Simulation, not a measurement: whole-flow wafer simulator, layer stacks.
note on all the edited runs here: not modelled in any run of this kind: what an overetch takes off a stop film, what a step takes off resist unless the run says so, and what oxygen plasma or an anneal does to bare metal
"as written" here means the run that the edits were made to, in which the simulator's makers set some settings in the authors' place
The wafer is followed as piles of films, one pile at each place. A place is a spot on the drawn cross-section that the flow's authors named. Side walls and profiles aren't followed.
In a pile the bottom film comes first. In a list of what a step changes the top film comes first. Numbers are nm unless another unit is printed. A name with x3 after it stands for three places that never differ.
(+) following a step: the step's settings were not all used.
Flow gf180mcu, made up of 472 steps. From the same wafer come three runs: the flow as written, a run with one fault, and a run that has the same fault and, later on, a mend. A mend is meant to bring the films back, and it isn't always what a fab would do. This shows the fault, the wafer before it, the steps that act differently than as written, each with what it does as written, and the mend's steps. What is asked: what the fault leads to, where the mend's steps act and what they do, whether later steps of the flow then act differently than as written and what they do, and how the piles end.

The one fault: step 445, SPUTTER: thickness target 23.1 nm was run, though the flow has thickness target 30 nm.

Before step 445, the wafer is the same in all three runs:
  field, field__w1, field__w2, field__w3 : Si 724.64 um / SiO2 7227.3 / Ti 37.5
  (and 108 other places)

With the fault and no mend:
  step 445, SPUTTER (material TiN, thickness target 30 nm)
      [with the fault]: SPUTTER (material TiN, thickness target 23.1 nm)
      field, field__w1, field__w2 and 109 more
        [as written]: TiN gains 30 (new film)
        [with the fault]: TiN gains 23.1 (new film)
  Steps later in the flow that act otherwise than as written (not shown: 5 more steps that differ only slightly, by at most 2% or 0.5 nm, whichever is larger):
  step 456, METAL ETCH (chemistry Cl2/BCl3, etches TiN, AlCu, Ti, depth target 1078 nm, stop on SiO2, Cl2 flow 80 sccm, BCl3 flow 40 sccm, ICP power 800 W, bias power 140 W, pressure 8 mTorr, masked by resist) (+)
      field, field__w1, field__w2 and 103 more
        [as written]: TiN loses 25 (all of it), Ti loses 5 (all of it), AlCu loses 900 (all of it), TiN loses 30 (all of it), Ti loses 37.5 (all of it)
        [with the fault]: TiN loses 25 (all of it), Ti loses 5 (all of it), AlCu loses 900 (all of it), TiN loses 23.1 (all of it), Ti loses 37.5 (all of it)
  At field__w8, contact, m1, m1__w1, pad, m1_nw, the piles at the end differ from the flow's by more than 2% or 0.5 nm, whichever is larger.
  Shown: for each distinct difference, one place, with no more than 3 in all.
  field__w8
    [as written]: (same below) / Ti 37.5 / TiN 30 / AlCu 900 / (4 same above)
    [with the fault]: (same below) / Ti 37.5 / TiN 23.1 / AlCu 900 / (4 same above)
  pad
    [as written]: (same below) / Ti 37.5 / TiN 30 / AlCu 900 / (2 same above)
    [with the fault]: (same below) / Ti 37.5 / TiN 23.1 / AlCu 900 / (2 same above)

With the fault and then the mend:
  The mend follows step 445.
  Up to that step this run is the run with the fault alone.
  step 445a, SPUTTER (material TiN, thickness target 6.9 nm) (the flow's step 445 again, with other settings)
      field, field__w1, field__w2 and 109 more
        TiN gains 6.9
  None of the later steps of the flow acts differently than as written at any place that is followed.
  The piles end the same as the flow's at every place that both follow.
